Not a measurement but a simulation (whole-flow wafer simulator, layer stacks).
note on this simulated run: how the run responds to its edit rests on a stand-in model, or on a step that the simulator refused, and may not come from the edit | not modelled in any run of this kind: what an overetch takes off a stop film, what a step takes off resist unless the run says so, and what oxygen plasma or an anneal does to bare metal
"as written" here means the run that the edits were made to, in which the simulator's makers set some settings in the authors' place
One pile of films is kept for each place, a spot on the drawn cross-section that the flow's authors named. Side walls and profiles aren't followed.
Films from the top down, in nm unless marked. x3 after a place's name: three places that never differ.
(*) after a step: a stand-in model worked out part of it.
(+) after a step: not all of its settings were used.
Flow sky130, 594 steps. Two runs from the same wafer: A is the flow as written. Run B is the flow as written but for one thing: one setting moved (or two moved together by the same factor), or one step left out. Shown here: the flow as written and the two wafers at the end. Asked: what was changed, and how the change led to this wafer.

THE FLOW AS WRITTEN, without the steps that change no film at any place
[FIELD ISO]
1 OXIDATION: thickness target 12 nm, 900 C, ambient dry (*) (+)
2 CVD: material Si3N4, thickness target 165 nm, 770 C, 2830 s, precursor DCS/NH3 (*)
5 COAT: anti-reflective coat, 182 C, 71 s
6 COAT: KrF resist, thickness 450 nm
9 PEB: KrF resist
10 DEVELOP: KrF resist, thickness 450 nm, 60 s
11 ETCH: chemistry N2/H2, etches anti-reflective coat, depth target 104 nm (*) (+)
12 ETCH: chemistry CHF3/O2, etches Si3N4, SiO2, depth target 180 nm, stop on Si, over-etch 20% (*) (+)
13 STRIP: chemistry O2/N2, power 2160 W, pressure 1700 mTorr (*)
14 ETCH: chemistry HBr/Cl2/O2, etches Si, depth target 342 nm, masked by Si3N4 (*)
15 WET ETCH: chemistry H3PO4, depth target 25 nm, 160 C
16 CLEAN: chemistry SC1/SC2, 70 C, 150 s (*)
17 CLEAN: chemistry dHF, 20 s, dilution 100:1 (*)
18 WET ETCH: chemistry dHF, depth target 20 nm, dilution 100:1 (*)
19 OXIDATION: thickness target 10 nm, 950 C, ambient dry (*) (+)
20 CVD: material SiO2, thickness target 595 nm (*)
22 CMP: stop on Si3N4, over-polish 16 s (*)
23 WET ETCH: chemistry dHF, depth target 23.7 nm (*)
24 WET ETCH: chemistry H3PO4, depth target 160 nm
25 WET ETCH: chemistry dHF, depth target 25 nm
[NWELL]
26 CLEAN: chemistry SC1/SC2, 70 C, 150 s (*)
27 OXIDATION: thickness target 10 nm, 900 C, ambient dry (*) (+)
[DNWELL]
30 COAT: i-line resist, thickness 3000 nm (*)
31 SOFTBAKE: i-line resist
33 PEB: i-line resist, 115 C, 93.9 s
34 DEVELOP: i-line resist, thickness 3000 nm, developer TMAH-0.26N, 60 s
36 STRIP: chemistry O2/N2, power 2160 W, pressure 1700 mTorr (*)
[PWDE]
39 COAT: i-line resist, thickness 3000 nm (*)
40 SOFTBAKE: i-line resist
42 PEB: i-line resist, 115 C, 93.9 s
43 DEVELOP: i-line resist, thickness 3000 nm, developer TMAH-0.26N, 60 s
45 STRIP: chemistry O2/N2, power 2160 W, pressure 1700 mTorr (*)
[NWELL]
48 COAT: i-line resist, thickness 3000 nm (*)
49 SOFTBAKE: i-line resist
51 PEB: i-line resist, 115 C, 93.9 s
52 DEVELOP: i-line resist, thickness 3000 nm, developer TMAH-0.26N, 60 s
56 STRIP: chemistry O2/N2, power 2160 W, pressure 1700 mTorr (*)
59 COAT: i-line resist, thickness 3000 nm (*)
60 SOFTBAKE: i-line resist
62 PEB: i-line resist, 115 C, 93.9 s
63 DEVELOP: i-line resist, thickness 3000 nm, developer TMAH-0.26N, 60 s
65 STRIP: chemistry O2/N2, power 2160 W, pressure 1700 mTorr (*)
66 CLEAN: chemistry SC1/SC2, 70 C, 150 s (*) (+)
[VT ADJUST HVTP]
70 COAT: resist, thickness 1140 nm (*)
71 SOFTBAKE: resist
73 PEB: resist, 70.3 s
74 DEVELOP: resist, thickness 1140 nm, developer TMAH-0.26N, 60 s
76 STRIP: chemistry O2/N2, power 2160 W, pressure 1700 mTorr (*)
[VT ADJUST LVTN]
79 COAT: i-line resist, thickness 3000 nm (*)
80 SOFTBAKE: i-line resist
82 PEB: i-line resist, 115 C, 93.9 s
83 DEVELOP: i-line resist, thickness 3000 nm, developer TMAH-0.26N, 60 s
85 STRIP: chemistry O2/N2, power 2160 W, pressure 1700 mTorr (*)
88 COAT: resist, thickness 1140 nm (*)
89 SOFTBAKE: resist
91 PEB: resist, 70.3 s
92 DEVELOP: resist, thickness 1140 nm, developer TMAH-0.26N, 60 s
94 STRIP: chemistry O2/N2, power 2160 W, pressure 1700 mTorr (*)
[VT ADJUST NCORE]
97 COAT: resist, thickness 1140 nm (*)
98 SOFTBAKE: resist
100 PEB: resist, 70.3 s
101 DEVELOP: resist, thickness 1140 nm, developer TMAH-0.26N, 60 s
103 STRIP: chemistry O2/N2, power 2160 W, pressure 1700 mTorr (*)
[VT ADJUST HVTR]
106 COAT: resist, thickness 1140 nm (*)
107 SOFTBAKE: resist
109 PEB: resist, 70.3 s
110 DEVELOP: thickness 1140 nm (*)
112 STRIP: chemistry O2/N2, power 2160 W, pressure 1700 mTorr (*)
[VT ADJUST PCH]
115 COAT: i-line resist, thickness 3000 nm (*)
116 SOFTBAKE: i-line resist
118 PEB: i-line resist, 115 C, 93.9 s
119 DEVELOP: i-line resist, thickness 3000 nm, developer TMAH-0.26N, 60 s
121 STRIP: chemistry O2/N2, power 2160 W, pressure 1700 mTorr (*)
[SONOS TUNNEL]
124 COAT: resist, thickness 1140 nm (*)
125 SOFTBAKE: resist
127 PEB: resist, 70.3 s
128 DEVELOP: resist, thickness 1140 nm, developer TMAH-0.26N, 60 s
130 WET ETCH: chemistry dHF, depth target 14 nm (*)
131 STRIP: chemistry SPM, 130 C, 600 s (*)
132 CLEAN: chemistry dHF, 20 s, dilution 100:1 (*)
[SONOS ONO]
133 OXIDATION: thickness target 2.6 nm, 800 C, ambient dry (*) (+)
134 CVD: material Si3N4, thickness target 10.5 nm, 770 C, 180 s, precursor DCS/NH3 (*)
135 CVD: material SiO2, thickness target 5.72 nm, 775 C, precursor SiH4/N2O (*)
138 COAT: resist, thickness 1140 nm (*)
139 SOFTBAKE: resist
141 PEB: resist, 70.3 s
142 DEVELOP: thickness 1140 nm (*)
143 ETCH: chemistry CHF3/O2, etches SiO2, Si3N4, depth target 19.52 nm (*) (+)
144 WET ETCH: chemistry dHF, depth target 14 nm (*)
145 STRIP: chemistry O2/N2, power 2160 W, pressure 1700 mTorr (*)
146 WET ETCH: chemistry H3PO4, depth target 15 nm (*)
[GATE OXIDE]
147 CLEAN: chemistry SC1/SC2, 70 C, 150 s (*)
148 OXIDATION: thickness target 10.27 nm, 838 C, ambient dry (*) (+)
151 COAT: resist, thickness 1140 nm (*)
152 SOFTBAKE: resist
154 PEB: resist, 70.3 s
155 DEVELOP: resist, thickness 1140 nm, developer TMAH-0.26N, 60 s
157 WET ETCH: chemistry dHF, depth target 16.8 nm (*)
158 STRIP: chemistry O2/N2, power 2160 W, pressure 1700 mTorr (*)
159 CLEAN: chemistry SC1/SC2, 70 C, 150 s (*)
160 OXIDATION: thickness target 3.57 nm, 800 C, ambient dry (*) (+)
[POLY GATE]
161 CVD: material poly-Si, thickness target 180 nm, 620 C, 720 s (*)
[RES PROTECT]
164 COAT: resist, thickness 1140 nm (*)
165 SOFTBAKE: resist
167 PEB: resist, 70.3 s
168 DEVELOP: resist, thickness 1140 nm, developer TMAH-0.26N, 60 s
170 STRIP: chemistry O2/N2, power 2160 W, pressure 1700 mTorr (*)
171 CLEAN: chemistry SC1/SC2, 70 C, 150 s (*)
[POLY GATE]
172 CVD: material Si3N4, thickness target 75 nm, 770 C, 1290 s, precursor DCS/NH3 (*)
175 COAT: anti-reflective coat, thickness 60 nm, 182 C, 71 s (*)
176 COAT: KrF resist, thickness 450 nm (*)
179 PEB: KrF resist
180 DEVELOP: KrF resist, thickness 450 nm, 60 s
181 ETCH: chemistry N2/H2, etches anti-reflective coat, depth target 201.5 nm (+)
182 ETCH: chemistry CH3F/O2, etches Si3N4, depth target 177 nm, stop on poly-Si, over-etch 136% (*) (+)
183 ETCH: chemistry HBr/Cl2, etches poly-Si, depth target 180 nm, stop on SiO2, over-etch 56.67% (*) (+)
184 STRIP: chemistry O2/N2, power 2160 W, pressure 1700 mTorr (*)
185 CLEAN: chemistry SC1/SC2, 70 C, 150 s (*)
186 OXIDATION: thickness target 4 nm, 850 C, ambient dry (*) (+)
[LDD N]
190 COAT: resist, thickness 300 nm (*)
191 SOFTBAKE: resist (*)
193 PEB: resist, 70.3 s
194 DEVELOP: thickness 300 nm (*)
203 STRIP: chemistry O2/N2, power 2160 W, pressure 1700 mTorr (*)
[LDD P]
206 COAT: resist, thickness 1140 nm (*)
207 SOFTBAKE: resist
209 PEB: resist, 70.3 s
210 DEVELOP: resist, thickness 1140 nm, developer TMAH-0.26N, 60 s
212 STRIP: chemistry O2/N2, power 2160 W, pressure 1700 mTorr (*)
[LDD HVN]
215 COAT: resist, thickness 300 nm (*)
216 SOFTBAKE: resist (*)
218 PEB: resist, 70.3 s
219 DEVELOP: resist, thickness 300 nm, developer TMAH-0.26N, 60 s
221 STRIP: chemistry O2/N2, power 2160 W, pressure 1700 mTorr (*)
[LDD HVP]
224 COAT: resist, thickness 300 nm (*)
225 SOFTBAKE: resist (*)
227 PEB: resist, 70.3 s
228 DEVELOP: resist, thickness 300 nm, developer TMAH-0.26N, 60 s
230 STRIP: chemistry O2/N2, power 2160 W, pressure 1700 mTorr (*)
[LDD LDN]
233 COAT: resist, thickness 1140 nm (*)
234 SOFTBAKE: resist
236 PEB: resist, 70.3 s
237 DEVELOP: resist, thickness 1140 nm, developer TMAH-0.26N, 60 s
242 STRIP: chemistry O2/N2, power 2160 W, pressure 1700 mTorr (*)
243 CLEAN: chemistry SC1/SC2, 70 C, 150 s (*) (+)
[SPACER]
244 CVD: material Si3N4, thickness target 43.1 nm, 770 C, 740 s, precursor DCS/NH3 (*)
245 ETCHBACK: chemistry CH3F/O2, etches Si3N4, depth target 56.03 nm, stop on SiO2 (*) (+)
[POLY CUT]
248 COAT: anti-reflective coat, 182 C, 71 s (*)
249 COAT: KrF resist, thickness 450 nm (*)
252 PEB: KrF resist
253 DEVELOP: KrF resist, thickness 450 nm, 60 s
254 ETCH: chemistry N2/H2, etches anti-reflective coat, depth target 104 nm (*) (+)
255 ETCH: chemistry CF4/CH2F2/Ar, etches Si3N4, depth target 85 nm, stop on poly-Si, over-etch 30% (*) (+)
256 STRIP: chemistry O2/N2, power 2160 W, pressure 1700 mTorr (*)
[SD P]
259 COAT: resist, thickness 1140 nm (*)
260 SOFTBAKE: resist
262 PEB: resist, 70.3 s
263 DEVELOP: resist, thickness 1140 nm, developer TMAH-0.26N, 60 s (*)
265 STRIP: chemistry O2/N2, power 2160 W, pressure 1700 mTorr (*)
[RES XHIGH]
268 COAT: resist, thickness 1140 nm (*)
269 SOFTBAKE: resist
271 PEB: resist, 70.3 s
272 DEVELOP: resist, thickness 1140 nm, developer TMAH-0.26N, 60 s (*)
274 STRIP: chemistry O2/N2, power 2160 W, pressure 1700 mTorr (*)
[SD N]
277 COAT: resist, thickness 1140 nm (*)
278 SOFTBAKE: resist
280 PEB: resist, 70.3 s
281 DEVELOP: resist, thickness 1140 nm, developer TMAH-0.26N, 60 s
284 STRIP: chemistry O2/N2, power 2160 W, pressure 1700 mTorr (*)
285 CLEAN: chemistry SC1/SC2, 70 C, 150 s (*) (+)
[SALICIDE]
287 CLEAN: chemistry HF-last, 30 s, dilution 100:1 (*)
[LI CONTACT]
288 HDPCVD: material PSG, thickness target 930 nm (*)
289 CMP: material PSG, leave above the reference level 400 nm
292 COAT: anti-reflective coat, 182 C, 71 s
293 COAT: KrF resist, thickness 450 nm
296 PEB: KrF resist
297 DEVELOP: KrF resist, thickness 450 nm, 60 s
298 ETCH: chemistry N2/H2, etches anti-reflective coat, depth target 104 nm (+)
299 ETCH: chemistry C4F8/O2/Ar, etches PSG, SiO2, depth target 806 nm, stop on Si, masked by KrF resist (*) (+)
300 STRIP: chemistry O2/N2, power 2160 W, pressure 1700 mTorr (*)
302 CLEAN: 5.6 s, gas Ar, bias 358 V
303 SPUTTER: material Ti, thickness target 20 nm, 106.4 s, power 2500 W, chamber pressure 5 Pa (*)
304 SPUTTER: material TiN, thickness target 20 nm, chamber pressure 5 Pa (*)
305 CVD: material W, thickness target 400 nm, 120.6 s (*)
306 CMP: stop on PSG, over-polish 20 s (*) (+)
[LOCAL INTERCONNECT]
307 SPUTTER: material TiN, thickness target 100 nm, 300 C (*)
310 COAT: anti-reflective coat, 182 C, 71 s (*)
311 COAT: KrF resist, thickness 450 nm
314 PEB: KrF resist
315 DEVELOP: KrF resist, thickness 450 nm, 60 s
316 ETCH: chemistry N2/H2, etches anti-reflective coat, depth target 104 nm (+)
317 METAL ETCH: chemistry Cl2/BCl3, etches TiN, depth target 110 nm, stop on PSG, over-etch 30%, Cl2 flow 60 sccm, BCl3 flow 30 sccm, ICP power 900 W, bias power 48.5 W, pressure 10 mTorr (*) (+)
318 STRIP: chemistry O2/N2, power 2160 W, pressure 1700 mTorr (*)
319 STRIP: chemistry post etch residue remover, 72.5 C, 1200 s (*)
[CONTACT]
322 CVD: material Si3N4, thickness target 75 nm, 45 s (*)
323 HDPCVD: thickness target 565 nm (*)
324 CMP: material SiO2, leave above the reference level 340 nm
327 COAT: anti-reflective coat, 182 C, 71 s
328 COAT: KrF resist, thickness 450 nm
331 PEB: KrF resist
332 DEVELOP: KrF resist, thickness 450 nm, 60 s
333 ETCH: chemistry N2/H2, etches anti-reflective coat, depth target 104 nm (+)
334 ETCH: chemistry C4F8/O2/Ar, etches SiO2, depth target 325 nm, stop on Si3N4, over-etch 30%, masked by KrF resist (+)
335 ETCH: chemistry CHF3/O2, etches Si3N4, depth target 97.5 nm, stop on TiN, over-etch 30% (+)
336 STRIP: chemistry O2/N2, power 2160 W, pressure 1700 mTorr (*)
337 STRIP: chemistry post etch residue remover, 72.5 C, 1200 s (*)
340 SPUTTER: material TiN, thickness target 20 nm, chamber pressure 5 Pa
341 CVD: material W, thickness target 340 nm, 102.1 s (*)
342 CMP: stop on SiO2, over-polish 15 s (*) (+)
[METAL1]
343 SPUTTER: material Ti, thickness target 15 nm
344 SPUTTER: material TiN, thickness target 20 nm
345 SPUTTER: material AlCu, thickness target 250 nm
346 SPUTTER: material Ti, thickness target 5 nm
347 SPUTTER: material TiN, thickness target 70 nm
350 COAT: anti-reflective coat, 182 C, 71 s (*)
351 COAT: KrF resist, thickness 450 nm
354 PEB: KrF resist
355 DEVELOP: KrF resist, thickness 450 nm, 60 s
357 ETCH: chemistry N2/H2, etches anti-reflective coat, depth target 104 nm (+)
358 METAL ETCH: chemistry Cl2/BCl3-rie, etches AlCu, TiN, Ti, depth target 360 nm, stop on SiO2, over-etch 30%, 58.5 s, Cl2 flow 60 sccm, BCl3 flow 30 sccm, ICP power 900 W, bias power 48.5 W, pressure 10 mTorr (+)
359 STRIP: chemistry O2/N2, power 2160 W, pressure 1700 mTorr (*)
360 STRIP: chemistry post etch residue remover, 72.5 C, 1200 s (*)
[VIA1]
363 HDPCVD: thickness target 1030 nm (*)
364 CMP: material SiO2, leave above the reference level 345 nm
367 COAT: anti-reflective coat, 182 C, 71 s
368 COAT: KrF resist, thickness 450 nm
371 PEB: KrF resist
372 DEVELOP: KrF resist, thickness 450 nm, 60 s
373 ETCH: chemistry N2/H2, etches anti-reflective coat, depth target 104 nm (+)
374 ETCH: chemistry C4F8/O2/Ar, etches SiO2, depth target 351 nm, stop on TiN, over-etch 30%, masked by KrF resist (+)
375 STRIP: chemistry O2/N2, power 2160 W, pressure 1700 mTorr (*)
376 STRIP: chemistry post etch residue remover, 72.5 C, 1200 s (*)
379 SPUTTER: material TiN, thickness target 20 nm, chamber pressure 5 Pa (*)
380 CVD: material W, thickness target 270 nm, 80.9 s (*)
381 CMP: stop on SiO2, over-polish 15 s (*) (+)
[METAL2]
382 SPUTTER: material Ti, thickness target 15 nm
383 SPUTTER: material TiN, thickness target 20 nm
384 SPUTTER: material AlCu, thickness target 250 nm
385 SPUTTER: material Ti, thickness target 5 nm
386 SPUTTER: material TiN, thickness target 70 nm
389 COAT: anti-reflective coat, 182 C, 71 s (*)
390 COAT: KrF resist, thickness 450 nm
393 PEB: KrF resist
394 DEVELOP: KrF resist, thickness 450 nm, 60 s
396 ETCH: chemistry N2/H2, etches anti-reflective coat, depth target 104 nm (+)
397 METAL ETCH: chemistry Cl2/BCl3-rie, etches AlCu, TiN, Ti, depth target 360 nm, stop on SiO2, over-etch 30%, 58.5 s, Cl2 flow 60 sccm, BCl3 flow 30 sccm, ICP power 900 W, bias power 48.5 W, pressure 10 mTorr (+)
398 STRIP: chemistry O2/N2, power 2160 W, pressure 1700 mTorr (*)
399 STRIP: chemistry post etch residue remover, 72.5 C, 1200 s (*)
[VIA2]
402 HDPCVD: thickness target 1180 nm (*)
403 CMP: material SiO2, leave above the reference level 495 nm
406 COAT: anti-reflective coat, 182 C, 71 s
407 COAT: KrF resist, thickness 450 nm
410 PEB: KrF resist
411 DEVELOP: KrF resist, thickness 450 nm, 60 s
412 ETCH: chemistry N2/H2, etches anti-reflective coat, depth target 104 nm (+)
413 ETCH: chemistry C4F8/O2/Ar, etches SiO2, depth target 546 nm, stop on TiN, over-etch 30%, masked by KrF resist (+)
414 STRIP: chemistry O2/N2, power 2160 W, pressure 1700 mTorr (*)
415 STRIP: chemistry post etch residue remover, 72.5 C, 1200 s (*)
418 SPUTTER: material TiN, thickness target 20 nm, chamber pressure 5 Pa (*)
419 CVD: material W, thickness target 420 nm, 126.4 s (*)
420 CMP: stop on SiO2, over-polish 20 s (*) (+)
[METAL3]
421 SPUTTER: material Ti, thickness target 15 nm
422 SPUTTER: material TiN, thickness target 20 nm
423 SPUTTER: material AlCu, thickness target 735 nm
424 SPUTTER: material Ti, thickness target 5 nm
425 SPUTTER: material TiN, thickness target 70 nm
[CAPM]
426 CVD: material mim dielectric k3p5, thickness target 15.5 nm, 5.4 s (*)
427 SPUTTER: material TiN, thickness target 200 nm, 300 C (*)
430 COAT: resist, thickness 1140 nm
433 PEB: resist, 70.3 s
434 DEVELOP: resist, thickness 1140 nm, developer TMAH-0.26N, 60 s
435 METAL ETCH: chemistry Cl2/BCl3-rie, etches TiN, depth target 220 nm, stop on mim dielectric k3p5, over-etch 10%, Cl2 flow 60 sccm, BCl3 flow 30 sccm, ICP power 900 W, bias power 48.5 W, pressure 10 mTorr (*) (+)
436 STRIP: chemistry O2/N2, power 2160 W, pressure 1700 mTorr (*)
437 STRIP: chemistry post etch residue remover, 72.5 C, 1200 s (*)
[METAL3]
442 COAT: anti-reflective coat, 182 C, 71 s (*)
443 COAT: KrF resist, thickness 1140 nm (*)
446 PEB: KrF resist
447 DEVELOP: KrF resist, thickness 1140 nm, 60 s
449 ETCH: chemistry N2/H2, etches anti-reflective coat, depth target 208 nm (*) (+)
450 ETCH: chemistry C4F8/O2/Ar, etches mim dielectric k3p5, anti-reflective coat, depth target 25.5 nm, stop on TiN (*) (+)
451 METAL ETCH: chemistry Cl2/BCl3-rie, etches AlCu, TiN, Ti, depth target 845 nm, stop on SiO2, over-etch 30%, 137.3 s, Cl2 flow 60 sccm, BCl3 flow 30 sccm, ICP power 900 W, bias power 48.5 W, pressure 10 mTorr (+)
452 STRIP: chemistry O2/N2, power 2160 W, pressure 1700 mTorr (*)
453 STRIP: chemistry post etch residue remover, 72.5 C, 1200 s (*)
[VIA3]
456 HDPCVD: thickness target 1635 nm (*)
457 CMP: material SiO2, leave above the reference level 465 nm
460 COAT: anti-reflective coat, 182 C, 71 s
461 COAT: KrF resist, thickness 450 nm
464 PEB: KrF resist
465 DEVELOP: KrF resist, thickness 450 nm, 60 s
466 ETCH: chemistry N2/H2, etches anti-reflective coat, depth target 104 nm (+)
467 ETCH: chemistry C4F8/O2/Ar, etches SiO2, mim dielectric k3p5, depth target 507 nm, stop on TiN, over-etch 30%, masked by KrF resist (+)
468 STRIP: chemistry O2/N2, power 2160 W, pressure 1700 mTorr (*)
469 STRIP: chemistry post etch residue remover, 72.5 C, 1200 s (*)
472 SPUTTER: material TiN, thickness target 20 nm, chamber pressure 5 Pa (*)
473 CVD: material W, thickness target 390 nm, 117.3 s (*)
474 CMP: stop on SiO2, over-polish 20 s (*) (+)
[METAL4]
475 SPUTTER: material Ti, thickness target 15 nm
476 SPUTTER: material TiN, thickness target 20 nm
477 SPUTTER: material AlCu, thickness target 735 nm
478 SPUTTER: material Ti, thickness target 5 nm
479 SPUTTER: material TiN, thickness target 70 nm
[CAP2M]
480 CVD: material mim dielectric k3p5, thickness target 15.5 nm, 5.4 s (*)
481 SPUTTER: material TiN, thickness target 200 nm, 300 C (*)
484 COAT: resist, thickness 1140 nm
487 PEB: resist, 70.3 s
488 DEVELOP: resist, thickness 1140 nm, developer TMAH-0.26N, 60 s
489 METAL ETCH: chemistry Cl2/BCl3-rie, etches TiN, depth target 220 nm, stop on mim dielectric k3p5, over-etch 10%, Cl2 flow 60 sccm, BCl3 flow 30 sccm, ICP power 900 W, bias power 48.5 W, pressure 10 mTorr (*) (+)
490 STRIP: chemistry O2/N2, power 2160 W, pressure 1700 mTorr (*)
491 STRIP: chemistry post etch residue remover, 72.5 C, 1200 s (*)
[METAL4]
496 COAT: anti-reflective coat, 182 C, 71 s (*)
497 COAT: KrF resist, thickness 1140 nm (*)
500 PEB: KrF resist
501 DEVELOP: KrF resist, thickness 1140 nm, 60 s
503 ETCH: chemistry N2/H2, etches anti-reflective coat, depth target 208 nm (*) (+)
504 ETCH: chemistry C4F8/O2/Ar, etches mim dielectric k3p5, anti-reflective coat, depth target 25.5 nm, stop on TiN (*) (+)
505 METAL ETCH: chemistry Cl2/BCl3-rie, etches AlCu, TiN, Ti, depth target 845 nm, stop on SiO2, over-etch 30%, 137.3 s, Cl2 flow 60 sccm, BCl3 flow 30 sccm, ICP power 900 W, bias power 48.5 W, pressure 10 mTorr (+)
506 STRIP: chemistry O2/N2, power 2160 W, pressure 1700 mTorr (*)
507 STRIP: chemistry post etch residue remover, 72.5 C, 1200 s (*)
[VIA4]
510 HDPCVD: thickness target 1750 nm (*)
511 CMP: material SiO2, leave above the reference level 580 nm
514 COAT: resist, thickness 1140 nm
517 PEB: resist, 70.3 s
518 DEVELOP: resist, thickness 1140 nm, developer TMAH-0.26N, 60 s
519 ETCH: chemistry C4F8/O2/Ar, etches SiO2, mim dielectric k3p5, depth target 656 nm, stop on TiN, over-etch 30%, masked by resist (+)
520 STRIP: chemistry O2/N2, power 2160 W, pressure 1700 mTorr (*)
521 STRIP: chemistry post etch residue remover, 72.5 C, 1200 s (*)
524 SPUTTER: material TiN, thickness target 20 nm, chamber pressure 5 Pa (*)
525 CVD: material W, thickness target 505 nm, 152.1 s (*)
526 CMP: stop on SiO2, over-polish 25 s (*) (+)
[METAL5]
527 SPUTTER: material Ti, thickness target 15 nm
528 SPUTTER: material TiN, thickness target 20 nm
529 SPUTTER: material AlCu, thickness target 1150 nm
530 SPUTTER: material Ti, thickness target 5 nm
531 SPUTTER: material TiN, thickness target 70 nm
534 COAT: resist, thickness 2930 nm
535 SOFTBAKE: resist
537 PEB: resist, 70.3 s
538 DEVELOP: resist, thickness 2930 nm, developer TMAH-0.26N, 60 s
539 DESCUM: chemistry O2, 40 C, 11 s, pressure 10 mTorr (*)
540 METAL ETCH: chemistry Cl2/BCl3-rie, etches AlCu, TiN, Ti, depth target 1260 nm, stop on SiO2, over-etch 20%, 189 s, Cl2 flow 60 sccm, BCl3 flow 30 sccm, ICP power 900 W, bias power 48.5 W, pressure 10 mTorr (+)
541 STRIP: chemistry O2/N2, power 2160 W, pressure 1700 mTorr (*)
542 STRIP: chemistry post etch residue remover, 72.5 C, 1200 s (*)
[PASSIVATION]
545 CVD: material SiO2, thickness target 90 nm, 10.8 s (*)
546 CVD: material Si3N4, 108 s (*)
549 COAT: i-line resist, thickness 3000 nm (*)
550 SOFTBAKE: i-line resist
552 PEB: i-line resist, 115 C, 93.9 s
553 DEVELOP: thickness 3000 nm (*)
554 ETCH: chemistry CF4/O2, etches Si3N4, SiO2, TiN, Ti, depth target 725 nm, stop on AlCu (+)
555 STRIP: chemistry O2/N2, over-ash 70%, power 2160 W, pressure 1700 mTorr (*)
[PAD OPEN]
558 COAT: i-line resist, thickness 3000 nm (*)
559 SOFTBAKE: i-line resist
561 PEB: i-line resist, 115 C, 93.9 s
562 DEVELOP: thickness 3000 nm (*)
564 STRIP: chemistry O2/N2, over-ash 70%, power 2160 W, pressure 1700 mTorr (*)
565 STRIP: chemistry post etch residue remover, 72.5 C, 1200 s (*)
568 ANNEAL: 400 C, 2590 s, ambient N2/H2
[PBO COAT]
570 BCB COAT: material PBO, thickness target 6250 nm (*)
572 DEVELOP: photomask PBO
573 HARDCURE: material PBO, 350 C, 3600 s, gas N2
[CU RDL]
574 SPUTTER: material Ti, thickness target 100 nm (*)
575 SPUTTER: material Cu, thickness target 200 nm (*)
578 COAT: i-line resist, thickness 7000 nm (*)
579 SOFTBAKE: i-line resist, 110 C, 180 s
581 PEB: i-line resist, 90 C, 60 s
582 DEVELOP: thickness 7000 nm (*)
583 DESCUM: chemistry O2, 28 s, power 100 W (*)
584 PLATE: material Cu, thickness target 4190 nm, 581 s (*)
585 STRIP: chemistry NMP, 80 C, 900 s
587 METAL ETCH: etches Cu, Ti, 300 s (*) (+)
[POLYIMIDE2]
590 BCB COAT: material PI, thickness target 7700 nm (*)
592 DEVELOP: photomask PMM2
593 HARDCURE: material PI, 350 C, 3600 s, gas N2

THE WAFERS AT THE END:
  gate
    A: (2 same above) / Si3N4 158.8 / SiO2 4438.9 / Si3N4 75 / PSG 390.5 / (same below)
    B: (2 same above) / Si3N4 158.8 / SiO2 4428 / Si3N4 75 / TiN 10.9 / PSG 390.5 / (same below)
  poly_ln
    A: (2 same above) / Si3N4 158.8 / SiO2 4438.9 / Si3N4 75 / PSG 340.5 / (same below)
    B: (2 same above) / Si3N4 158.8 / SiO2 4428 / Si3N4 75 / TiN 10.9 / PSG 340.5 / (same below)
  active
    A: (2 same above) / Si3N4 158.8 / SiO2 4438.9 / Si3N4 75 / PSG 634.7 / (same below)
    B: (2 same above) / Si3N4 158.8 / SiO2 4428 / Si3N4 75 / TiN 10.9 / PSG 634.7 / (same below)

The cause: step 316, ETCH: depth target 65 nm was run, where the flow has depth target 104 nm.

How the change led to this, step by step:
  316 ETCH: chemistry N2/H2, etches anti-reflective coat, depth target 104 nm (+)
      field, active, gate and 87 more: A anti-reflective coat -80 (all of it), TiN -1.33 | B anti-reflective coat -65
      rpo_hd: A anti-reflective coat -80 (all of it), TiN -1.34 | B anti-reflective coat -65
      (and at 100 more places)
  317 METAL ETCH: chemistry Cl2/BCl3, etches TiN, depth target 110 nm, stop on PSG, over-etch 30%, Cl2 flow 60 sccm, BCl3 flow 30 sccm, ICP power 900 W, bias power 48.5 W, pressure 10 mTorr (*) (+)
      field, active, gate and 84 more: A TiN -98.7 (all of it) | B anti-reflective coat -15 (all of it), TiN -88.6
      rpo_hd, rpm_encl, rpm_encl_psd, iso_guard_nsd_tip: A TiN -98.7 (all of it) | B anti-reflective coat -15 (all of it), TiN -88.7
  318 STRIP: chemistry O2/N2, power 2160 W, pressure 1700 mTorr (*)
      n_well, p_well, gate_hv and 93 more: A KrF resist -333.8 (all of it), anti-reflective coat -80 (all of it) | B KrF resist -355.5 (all of it), anti-reflective coat -80 (all of it)
      poly_licon, ndiff_licon, ndiff_licon_cpp, rpo_hd_licon: A KrF resist -333.9 (all of it), anti-reflective coat -80.5 (all of it) | B KrF resist -355.5 (all of it), anti-reflective coat -80.5 (all of it)
  324 CMP: material SiO2, leave above the reference level 340 nm
      field, active, gate and 84 more: A SiO2 -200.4 | B SiO2 -211.4
      rpo_hd, rpm_encl, rpm_encl_psd, iso_guard_nsd_tip: A SiO2 -200.4 | B SiO2 -211.3
Counting metal films that touch as one body, gate has 1 body; the flow as written gives 0 bodies.
Counting metal films that touch as one body, poly_ln has 1 body; the flow as written gives 0 bodies.
Counting metal films that touch as one body, active has 1 body; the flow as written gives 0 bodies.
